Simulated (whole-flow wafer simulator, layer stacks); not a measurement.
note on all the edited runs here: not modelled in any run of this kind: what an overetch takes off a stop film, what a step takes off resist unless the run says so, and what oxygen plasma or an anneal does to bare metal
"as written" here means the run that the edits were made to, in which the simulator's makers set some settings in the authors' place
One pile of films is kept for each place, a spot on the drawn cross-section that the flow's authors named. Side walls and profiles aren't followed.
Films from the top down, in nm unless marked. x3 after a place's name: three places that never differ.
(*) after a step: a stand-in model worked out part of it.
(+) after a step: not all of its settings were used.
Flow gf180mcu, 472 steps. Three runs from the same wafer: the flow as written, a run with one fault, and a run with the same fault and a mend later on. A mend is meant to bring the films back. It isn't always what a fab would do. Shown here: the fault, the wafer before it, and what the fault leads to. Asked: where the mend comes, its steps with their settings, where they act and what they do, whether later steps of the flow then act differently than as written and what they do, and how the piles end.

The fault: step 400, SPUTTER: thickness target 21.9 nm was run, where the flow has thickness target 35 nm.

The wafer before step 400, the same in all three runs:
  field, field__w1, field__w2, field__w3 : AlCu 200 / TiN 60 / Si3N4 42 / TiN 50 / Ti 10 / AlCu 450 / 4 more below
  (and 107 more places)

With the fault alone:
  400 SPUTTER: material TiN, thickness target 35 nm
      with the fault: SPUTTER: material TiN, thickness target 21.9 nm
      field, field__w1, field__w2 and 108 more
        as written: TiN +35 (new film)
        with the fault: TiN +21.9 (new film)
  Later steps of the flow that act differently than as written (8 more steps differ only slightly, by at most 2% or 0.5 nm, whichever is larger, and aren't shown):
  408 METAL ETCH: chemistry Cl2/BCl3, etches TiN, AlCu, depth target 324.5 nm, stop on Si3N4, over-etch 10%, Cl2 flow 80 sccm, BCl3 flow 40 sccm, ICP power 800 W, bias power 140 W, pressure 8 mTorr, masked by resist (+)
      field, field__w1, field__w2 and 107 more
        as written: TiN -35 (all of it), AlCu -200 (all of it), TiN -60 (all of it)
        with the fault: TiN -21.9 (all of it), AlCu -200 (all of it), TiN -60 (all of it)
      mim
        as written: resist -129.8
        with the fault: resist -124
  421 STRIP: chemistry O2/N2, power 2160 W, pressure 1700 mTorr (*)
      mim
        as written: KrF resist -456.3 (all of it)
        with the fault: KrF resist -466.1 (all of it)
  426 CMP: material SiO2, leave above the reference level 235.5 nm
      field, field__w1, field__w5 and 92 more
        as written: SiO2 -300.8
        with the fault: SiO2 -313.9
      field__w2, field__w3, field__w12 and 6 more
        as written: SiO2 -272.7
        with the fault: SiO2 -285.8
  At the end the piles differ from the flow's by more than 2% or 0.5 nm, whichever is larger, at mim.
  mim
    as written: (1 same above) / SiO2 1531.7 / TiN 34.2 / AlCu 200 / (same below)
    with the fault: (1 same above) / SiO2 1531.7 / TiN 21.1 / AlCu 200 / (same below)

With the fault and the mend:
  The mend comes after step 407.
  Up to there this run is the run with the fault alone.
  407a STRIP: chemistry O2/N2, power 2160 W, pressure 1700 mTorr (*)
      mim
        resist -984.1 (all of it)
  407b SPUTTER: material TiN, thickness target 13.1 nm (the flow's step 400 once more, with other settings)
      field, field__w1, field__w2 and 108 more
        TiN +13.1
  407c HMDS: 120 C, 60 s (the flow's step 402 once more)
      changes no film at any place that is followed
  407d COAT: resist, thickness 1000 nm (the flow's step 403 once more)
      field, field__w1, field__w2 and 108 more
        resist +1000 (new film)
  407e SOFTBAKE: resist (the flow's step 404 once more)
      changes no film at any place that is followed
  407f EXPOSE: photomask FuseTop (the flow's step 405 once more)
      changes no film at any place that is followed
  407g PEB: resist, 70.3 s (the flow's step 406 once more)
      field, field__w1, field__w2 and 108 more
        resist -15.9
  407h DEVELOP: thickness 1000 nm, 60 s (the flow's step 407 once more)
      field, field__w1, field__w2 and 107 more
        resist -984.1 (all of it)
  No later step of the flow acts differently than as written at any place that is followed.
  At the end the piles are the same as the flow's at every place that both follow.
